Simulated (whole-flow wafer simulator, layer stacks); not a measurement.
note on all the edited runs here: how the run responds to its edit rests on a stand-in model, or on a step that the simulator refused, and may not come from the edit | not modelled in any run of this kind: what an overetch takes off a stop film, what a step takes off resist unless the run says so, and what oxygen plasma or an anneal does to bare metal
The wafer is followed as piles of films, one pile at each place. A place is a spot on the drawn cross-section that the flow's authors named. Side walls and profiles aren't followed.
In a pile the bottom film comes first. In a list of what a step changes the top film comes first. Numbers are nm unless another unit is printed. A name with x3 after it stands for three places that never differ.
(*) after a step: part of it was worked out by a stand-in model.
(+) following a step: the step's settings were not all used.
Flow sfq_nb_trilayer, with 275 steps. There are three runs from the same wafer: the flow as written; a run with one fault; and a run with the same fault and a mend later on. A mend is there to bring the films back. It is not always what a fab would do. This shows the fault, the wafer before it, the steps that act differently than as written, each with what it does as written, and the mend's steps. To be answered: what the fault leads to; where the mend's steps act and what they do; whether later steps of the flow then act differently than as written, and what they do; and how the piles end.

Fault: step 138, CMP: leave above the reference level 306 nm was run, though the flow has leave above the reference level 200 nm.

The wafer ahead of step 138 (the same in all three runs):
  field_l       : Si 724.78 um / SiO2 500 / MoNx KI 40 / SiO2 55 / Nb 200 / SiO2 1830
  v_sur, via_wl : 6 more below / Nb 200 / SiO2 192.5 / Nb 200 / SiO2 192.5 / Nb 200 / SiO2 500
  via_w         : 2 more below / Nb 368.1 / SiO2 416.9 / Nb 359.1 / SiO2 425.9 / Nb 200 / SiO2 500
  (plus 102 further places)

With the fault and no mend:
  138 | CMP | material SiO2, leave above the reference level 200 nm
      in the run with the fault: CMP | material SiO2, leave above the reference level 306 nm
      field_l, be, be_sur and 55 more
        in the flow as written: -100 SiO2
        in the run with the fault: nothing
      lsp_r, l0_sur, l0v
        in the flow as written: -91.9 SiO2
        in the run with the fault: nothing
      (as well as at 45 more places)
  Steps further on in the flow that do not act as written (not shown: 20 more steps that differ only slightly, by at most 2% or 0.5 nm, whichever is larger):
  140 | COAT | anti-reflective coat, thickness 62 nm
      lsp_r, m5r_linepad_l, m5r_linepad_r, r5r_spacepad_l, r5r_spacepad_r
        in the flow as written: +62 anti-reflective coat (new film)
        in the run with the fault: +64.5 anti-reflective coat (new film)
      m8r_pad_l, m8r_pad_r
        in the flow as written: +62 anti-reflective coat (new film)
        in the run with the fault: +63.7 anti-reflective coat (new film)
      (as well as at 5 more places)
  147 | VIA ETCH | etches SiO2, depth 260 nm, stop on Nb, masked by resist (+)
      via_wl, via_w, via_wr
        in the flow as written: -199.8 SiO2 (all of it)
        in the run with the fault: -260 SiO2
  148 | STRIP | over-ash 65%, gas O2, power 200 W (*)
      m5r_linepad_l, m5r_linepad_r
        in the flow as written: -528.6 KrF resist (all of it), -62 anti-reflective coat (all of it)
        in the run with the fault: -527.9 KrF resist (all of it), -64.5 anti-reflective coat (all of it)
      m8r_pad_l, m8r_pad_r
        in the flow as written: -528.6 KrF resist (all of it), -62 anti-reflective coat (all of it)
        in the run with the fault: -528.5 KrF resist (all of it), -63.7 anti-reflective coat (all of it)
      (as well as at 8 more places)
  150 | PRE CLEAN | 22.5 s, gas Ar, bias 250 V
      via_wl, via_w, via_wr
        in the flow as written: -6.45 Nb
        in the run with the fault: -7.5 SiO2
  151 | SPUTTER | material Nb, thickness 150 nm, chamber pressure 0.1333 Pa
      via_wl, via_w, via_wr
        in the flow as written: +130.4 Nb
        in the run with the fault: +123.3 Nb (new film)
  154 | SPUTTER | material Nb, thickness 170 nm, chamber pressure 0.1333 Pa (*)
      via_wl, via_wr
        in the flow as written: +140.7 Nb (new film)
        in the run with the fault: +103.1 Nb (new film)
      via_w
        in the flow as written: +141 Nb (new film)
        in the run with the fault: +136 Nb (new film)
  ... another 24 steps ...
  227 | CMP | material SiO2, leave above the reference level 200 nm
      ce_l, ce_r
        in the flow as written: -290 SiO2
        in the run with the fault: -300 SiO2
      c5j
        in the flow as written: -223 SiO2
        in the run with the fault: -233 SiO2
  The piles end different from the flow's at field_l, v_sur, via_wl and 103 more by more than 2% or 0.5 nm, whichever is larger.
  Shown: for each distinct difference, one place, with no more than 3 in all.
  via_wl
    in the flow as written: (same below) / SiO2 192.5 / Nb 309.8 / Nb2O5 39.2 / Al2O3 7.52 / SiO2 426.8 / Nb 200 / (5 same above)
    in the run with the fault: (same below) / SiO2 192.5 / Nb 200 / SiO2 38.3 / Nb 123.3 / Al 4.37 / Al2O3 0.96 / Nb2O5 52.6 / SiO2 469.8 / Nb 200 / (5 same above)
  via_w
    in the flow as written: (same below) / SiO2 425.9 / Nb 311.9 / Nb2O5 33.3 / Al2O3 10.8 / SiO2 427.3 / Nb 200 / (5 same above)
    in the run with the fault: (same below) / SiO2 425.9 / Nb 200 / SiO2 38.3 / Nb 110.8 / Nb2O5 34.7 / Al2O3 10.1 / SiO2 495.5 / Nb 200 / (5 same above)
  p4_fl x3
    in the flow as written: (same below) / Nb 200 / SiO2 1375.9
    in the run with the fault: (same below) / Nb 200 / SiO2 1481.9

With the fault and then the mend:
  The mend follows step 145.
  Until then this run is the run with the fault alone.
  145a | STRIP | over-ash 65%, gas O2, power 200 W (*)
      ce_l, c5j, ce_r, sp_r, be_r, res, r_end, l0r_line_r
        -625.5 KrF resist (all of it), -62.1 anti-reflective coat (all of it)
      p4_fl x3, p4_w1 x3, p4_g1 x2
        -625.1 KrF resist (all of it), -62 anti-reflective coat (all of it)
      m0r_line_l, m0r_line_r, m6r_line_l, m6r_line_r, m7r_line_l, m7r_line_r
        -626.1 KrF resist (all of it), -62.2 anti-reflective coat (all of it)
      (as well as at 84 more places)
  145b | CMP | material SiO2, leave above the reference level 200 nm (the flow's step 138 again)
      field_l, be, be_sur and 55 more
        -100 SiO2
      v_sur, via_wl, via_w and 42 more
        -106 SiO2
      lsp_r, l0_sur, l0v
        -91.9 SiO2
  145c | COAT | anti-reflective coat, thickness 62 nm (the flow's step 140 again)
      field_l, v_sur, via_wl and 103 more
        +62 anti-reflective coat (new film)
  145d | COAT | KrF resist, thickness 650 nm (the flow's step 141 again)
      field_l, v_sur, via_wl and 103 more
        +650 KrF resist (new film)
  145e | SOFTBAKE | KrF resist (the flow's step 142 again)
      leaves every film unchanged at each place that is followed
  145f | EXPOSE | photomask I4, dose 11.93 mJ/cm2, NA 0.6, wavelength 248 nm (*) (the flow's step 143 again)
      leaves every film unchanged at each place that is followed
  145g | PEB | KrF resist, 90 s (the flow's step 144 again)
      field_l, v_sur, via_wl and 103 more
        -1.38 KrF resist
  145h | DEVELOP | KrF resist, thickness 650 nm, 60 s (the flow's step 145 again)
      field_l, v_sur, via_sp and 100 more
        -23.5 KrF resist
      via_wl, via_w, via_wr
        -648.6 KrF resist (all of it)
  Later steps of the flow that are run all act as written at every place that is followed.
  At every place that both follow, the piles at the end match the flow's.
